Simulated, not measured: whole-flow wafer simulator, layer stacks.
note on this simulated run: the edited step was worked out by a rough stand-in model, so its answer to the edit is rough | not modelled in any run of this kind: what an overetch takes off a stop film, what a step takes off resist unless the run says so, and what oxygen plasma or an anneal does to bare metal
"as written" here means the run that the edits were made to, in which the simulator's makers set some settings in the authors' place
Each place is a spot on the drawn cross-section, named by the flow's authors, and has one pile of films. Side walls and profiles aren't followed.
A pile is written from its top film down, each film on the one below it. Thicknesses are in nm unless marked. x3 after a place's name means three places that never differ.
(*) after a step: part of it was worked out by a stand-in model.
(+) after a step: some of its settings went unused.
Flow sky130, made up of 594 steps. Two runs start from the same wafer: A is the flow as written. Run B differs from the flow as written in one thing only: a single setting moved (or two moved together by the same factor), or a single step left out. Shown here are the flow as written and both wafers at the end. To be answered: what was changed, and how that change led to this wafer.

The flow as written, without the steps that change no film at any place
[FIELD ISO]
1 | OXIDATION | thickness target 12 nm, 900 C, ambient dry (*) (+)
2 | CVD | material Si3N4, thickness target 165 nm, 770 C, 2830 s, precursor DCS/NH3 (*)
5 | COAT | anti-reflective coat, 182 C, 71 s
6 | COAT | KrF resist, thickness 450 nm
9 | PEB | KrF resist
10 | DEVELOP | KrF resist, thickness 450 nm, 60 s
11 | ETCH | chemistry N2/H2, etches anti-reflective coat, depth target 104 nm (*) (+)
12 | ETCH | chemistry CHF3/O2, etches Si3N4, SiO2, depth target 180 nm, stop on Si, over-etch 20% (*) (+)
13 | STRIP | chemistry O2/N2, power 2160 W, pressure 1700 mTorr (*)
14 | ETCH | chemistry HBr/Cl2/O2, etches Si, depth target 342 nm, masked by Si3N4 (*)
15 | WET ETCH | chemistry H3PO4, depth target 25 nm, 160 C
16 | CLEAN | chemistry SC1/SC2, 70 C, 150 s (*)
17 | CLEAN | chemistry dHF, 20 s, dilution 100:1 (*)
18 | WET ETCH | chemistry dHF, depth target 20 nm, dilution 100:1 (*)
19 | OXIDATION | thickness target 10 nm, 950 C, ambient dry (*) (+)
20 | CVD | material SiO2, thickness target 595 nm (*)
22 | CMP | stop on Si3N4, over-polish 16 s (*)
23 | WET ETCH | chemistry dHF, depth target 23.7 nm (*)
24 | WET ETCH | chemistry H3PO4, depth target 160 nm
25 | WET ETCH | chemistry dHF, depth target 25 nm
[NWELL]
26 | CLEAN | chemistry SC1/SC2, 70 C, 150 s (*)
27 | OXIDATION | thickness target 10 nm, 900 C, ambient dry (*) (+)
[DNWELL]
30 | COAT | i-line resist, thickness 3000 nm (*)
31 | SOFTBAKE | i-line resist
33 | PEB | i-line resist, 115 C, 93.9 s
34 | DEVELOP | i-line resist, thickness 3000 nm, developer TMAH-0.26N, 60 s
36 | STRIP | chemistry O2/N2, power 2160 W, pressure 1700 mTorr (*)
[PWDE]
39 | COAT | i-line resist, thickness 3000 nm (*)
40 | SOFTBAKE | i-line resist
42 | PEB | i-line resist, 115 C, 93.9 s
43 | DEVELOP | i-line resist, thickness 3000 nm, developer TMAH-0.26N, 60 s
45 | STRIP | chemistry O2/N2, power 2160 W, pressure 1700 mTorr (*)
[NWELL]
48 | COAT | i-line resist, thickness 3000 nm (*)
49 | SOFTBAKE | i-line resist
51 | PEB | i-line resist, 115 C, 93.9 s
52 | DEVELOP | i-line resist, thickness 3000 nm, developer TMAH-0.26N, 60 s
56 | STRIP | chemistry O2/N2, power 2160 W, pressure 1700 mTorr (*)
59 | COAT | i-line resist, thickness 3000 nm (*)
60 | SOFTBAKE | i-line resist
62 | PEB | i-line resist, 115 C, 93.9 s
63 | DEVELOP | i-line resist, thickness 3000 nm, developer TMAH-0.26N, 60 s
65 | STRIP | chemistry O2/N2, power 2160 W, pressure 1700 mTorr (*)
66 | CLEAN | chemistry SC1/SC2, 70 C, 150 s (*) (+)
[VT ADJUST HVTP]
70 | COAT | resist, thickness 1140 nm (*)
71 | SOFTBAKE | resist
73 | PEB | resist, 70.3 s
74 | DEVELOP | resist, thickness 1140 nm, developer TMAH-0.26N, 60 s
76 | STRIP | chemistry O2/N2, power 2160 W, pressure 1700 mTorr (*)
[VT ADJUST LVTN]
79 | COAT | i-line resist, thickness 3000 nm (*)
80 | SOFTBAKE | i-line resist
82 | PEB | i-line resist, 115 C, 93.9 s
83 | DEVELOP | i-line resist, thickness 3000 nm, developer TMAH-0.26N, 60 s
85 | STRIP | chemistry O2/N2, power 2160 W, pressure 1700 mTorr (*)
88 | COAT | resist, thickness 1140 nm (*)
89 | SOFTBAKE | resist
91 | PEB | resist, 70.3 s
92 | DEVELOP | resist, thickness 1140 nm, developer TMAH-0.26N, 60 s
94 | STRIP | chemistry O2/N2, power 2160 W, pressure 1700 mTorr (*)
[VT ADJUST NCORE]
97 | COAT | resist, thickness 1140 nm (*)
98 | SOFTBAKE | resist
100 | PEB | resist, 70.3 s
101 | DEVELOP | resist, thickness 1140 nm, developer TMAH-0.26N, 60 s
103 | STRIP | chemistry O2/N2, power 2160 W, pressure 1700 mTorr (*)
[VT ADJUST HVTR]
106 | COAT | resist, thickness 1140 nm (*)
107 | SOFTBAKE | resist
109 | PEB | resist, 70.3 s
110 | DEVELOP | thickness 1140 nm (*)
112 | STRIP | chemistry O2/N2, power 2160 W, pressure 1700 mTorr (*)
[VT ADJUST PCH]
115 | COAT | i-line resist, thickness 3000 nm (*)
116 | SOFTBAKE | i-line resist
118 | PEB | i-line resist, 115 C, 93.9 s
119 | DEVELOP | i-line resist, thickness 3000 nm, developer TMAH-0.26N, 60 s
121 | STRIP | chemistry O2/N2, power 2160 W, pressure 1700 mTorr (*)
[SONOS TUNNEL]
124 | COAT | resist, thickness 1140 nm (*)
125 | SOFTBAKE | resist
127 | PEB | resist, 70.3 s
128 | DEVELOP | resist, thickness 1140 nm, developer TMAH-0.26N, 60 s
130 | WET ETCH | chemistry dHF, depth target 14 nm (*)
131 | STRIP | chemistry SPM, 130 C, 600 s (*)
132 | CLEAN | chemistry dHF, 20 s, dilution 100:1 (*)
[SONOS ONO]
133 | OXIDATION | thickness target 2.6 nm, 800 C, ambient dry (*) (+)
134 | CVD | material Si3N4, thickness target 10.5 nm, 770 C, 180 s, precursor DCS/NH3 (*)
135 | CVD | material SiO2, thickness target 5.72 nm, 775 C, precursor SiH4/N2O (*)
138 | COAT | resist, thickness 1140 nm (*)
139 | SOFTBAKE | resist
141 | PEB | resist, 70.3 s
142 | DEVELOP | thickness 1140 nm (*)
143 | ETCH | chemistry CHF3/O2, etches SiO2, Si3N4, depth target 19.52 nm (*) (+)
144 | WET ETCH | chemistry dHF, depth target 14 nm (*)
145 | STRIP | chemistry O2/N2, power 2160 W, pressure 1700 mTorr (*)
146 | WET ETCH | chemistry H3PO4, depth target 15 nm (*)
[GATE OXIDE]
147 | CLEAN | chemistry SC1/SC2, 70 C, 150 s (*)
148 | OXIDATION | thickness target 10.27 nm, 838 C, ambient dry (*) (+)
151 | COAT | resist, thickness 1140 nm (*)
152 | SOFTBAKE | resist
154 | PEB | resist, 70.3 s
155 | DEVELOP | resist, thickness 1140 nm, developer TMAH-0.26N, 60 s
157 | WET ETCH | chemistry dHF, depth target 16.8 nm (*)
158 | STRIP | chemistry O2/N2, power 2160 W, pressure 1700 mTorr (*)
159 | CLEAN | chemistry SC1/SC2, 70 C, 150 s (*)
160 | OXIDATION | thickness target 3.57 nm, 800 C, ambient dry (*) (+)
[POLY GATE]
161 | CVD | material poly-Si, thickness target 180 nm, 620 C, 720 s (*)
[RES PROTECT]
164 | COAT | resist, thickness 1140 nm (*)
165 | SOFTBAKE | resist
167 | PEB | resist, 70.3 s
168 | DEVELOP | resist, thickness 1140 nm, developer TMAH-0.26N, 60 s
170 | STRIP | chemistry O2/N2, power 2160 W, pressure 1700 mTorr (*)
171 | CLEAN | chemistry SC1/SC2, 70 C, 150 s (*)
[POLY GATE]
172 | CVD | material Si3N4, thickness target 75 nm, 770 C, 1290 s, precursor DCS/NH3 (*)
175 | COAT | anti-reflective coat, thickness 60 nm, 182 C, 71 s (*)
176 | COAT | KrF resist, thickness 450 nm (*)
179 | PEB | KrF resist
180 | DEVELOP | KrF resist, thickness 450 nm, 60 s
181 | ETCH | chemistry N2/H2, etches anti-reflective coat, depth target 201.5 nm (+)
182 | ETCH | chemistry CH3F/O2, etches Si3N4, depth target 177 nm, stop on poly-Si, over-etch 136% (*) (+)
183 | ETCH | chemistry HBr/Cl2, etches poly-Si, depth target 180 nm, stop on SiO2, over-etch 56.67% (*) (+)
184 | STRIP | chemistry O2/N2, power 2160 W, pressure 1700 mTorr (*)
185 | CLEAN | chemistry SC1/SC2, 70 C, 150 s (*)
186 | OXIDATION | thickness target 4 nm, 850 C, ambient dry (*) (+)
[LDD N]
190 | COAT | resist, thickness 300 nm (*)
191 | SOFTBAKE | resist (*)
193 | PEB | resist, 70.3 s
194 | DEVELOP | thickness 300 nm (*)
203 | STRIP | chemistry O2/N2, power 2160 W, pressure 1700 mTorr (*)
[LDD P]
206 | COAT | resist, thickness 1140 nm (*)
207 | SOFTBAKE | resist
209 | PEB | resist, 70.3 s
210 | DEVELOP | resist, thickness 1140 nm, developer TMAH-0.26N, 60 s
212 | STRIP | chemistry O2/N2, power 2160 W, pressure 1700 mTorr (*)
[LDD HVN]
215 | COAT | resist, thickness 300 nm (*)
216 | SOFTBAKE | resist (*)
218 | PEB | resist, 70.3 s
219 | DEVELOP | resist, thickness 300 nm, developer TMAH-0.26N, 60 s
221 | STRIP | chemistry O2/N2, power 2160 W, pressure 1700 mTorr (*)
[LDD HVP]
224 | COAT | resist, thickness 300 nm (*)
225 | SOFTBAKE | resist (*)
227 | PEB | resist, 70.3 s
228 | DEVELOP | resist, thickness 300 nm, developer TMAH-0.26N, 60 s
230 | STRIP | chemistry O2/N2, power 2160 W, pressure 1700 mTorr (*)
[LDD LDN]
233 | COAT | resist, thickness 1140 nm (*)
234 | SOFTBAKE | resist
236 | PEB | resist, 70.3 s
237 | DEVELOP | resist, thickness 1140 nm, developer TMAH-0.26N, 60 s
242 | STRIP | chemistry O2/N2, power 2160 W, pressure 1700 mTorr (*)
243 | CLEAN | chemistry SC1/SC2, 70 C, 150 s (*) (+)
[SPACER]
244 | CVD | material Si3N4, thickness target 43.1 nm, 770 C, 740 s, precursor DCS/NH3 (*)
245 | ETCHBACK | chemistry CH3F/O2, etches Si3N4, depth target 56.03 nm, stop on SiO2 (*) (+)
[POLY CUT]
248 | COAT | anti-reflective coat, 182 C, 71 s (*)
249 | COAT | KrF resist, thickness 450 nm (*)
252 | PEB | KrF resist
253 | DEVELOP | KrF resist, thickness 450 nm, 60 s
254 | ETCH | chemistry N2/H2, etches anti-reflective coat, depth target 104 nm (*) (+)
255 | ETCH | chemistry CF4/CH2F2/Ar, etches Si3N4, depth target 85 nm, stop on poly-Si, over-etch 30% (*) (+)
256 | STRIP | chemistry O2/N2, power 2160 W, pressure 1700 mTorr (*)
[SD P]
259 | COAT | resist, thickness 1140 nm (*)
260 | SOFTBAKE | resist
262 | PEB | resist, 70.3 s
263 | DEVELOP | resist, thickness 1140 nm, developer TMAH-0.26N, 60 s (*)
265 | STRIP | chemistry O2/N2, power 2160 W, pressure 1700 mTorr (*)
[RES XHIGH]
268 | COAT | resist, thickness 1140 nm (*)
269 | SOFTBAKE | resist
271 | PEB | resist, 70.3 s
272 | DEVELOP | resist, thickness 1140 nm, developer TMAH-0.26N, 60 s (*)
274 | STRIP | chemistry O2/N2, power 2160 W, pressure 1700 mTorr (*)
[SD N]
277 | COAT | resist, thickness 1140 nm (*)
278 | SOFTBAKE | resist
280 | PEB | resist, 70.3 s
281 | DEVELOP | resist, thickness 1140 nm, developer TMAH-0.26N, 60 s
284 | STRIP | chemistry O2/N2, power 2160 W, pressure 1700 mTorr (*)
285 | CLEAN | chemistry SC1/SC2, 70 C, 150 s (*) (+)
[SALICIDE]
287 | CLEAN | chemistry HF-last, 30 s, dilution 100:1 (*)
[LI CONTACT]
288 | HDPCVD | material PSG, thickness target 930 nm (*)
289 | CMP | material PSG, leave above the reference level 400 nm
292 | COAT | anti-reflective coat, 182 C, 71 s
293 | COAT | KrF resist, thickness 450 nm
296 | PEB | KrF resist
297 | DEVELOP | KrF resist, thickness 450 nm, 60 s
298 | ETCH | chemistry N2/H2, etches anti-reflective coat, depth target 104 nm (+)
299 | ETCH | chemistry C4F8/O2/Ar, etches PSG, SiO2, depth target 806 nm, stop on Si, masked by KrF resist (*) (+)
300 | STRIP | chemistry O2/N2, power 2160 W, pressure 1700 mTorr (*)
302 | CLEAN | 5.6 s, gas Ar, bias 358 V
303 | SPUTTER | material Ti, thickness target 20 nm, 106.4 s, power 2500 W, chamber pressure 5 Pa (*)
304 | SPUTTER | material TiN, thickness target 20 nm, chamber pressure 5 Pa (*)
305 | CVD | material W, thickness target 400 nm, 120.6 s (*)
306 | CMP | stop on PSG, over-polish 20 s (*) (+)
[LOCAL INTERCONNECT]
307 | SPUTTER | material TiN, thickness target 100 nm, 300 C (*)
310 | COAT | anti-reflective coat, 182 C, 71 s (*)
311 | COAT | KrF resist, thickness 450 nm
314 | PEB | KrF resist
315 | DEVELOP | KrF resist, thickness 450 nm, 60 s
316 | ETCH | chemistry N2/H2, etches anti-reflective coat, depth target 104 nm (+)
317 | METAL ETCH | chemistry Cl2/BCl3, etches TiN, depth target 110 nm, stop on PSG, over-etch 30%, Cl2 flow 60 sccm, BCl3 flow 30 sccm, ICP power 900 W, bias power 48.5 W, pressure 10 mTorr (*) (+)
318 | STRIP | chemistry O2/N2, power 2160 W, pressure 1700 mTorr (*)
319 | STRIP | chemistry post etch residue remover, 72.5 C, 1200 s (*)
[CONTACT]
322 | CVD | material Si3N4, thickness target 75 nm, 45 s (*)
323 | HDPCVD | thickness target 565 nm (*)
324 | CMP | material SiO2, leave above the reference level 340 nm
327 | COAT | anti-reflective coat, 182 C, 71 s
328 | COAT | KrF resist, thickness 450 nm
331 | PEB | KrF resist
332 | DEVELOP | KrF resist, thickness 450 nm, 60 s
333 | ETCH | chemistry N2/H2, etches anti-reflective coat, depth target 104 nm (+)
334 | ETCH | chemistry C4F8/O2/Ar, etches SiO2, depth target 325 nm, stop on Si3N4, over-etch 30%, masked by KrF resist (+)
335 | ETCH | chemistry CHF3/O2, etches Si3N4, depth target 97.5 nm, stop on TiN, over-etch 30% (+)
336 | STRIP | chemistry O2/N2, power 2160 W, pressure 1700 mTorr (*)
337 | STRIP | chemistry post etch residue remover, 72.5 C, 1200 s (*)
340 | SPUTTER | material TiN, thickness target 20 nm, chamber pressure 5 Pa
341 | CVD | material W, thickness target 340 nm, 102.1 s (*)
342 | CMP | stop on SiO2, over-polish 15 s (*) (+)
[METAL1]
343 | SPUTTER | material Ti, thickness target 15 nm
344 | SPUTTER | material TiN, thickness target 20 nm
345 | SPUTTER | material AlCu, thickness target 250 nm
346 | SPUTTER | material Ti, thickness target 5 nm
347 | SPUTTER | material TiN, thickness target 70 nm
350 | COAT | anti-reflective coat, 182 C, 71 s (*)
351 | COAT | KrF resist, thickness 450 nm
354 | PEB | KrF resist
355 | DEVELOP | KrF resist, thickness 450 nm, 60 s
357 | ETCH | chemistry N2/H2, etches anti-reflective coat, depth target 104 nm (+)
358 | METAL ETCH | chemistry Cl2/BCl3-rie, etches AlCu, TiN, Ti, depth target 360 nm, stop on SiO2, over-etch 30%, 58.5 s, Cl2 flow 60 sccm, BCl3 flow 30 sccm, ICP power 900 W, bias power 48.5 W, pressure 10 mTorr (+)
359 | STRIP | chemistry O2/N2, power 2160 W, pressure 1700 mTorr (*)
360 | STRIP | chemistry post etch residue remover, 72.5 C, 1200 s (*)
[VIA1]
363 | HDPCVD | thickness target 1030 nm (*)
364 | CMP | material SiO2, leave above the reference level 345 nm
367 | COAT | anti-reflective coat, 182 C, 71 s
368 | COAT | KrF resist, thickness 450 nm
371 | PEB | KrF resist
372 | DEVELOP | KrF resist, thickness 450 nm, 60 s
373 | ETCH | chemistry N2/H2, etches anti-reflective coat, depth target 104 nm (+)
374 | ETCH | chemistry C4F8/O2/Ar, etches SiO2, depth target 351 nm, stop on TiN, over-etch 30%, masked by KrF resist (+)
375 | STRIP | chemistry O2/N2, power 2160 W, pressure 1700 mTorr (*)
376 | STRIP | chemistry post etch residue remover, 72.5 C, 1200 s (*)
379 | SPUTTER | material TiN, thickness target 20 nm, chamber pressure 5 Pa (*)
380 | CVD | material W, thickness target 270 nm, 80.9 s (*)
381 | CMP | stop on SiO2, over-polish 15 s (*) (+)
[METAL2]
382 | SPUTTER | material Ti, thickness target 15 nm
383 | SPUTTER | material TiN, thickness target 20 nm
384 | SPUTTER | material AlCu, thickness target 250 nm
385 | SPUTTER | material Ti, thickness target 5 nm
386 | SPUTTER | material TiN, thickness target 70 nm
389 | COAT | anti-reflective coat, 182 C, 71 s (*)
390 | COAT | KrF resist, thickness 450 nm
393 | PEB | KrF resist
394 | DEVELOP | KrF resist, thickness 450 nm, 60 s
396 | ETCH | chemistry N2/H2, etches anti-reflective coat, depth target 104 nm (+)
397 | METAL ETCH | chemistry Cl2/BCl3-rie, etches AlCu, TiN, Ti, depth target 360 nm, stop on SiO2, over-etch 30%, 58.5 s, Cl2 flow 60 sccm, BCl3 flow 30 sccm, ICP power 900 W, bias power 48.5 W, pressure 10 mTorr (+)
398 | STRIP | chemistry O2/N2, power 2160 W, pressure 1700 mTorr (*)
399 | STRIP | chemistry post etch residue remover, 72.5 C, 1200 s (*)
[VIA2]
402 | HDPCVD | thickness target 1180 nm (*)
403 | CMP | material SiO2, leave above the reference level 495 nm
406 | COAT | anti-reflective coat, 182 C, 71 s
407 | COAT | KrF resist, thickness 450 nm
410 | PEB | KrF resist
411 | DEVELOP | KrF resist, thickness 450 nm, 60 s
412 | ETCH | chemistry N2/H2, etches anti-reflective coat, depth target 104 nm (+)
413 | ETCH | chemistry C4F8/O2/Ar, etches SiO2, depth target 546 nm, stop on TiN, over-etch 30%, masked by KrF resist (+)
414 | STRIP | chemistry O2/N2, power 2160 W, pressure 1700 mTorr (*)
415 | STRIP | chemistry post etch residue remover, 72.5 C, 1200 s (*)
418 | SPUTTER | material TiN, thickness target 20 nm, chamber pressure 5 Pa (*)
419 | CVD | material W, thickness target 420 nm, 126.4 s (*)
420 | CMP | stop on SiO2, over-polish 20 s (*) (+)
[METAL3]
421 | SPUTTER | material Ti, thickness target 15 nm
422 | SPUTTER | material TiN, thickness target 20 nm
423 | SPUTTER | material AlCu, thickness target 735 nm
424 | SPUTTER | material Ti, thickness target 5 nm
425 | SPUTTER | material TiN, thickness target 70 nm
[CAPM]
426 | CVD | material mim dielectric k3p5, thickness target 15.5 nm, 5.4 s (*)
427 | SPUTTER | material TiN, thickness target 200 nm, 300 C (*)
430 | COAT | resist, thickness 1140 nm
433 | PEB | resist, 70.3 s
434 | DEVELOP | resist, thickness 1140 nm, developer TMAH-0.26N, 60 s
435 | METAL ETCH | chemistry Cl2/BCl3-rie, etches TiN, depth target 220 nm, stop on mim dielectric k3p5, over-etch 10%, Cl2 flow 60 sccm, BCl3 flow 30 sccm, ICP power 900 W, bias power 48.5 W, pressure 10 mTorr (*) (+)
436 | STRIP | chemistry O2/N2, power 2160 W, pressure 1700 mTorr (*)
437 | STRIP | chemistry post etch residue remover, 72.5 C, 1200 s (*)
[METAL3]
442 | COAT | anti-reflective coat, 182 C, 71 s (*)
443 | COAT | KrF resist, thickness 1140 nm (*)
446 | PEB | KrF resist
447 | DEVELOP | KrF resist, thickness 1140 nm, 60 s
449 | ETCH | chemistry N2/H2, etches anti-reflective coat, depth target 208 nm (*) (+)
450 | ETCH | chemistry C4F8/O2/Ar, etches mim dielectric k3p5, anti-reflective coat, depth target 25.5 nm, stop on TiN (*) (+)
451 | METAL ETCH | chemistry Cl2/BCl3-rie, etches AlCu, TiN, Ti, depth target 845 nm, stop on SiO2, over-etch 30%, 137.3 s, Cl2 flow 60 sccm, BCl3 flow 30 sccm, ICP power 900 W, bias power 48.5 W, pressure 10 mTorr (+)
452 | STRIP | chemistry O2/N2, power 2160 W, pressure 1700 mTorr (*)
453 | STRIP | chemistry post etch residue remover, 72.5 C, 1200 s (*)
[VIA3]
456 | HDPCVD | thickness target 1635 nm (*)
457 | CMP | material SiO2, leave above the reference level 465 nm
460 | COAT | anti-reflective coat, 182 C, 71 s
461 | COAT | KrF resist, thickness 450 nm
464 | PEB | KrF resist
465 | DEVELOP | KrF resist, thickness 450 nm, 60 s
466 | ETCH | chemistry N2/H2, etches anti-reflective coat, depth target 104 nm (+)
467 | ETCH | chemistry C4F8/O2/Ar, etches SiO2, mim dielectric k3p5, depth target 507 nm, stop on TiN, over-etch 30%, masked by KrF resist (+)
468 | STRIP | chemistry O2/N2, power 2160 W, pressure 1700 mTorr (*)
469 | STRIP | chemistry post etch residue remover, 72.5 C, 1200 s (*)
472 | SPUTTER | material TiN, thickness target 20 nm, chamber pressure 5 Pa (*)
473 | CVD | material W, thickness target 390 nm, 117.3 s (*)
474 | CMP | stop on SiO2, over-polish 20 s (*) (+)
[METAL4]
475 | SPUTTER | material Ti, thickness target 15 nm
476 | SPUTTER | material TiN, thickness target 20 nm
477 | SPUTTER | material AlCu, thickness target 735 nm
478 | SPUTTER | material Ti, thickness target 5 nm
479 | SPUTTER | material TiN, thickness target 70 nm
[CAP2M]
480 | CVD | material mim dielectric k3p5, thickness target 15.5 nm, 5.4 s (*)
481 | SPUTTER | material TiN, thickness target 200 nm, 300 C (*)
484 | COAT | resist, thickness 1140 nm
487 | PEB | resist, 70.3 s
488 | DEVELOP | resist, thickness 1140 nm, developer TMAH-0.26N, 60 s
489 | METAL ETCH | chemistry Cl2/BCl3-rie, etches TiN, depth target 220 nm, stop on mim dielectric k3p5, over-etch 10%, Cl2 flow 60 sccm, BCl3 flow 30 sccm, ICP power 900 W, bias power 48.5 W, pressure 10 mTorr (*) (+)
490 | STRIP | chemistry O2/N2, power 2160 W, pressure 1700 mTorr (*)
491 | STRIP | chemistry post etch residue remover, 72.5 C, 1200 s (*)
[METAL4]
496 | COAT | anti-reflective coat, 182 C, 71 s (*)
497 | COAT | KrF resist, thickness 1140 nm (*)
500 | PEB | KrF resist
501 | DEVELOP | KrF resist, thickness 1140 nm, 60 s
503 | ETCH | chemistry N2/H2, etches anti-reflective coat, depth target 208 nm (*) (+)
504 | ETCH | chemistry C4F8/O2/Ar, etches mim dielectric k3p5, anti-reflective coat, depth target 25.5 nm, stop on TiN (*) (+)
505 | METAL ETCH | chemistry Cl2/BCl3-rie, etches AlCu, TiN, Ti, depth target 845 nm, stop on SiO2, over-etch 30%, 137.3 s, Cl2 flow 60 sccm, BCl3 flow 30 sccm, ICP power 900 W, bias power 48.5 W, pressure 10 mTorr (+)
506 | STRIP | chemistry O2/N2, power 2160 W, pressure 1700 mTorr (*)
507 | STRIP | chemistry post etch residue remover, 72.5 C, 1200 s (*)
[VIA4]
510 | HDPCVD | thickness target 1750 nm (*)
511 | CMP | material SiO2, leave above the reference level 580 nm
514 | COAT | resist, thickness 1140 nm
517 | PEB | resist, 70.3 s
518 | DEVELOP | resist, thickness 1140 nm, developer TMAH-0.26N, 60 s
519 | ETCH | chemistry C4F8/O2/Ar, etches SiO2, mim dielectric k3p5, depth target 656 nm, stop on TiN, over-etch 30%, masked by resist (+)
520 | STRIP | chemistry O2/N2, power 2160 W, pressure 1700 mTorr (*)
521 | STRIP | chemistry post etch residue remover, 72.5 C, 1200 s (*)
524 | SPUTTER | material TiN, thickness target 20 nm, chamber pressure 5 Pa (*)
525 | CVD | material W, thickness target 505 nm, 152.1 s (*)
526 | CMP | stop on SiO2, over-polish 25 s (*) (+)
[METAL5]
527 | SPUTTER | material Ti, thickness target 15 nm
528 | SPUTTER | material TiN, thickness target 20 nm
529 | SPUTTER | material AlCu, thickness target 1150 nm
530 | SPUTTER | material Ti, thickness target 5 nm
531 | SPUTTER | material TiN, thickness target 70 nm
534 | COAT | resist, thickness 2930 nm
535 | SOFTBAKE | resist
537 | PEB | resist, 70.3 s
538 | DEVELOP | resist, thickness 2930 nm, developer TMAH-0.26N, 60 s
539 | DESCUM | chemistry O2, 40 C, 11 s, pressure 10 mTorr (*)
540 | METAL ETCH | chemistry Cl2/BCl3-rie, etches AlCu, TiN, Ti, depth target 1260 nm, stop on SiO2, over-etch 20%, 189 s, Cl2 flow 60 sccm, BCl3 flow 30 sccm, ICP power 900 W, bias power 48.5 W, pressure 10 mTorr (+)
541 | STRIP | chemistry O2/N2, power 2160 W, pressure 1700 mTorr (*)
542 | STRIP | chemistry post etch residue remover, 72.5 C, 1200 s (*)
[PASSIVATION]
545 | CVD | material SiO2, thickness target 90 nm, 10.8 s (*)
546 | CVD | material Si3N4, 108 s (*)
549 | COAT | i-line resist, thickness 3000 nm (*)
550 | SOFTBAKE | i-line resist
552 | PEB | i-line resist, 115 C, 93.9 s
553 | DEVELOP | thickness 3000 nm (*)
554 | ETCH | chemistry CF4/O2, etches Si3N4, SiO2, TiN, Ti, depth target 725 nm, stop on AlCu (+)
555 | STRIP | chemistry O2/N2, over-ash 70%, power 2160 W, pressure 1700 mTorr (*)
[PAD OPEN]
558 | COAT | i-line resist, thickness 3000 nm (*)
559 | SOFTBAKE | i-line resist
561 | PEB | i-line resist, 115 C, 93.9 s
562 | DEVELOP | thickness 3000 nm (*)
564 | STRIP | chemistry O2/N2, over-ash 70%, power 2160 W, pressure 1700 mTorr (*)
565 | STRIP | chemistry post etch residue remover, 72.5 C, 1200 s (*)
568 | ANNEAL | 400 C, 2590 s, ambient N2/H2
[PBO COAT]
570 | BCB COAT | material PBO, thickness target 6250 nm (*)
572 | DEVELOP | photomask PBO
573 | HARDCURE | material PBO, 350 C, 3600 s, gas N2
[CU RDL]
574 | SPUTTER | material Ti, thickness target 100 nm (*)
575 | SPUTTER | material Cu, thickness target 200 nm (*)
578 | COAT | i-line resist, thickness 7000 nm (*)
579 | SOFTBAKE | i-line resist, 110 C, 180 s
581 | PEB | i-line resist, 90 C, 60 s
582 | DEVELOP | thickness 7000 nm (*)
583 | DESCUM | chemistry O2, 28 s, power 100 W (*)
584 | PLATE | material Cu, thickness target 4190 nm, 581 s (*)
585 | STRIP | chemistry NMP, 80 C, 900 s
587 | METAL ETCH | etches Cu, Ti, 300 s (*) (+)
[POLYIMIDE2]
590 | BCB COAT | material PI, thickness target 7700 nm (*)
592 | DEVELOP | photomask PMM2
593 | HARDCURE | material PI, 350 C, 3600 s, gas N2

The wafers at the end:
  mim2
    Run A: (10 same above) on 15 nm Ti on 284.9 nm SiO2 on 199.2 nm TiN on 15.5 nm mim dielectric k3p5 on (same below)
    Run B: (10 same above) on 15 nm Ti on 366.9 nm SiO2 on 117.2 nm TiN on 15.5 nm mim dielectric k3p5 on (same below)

What caused this: step 481, SPUTTER: thickness target 118 nm was run, while the flow as written has thickness target 200 nm.

The path from the change to this, step by step:
  481 | SPUTTER | material TiN, thickness target 200 nm, 300 C (*)
      field, active, n_well and 189 more: A TiN gains 200 (new film) | B TiN gains 118 (new film)
  489 | METAL ETCH | chemistry Cl2/BCl3-rie, etches TiN, depth target 220 nm, stop on mim dielectric k3p5, over-etch 10%, Cl2 flow 60 sccm, BCl3 flow 30 sccm, ICP power 900 W, bias power 48.5 W, pressure 10 mTorr (*) (+)
      field, active, n_well and 188 more: A TiN loses 200 (all of it) | B TiN loses 118 (all of it)
      mim2: A resist loses 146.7 | B resist loses 86.5
  490 | STRIP | chemistry O2/N2, power 2160 W, pressure 1700 mTorr (*)
      mim2: A resist loses 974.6 (all of it) | B resist loses 1034.7 (all of it)
  496 | COAT | anti-reflective coat, 182 C, 71 s (*)
      iso_guard__w2: A anti-reflective coat gains 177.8 (new film) | B anti-reflective coat gains 125.2 (new film)
      mim2: A anti-reflective coat gains 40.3 (new film) | B anti-reflective coat gains 29.8 (new film)
  497 | COAT | KrF resist, thickness 1140 nm (*)
      iso_guard__w2: A KrF resist gains 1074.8 (new film) | B KrF resist gains 1110.3 (new film)
      mim2: A KrF resist gains 1018.9 (new film) | B KrF resist gains 1090.4 (new film)
  506 | STRIP | chemistry O2/N2, power 2160 W, pressure 1700 mTorr (*)
      iso_guard__w2: A KrF resist loses 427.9 (all of it), anti-reflective coat loses 177.8 (all of it) | B KrF resist loses 463.3 (all of it), anti-reflective coat loses 125.2 (all of it)
      mim2: A KrF resist loses 372.1 (all of it), anti-reflective coat loses 40.3 (all of it) | B KrF resist loses 443.5 (all of it), anti-reflective coat loses 29.8 (all of it)
  511 | CMP | material SiO2, leave above the reference level 580 nm
      mim2: A SiO2 loses 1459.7 | B SiO2 loses 1377.7
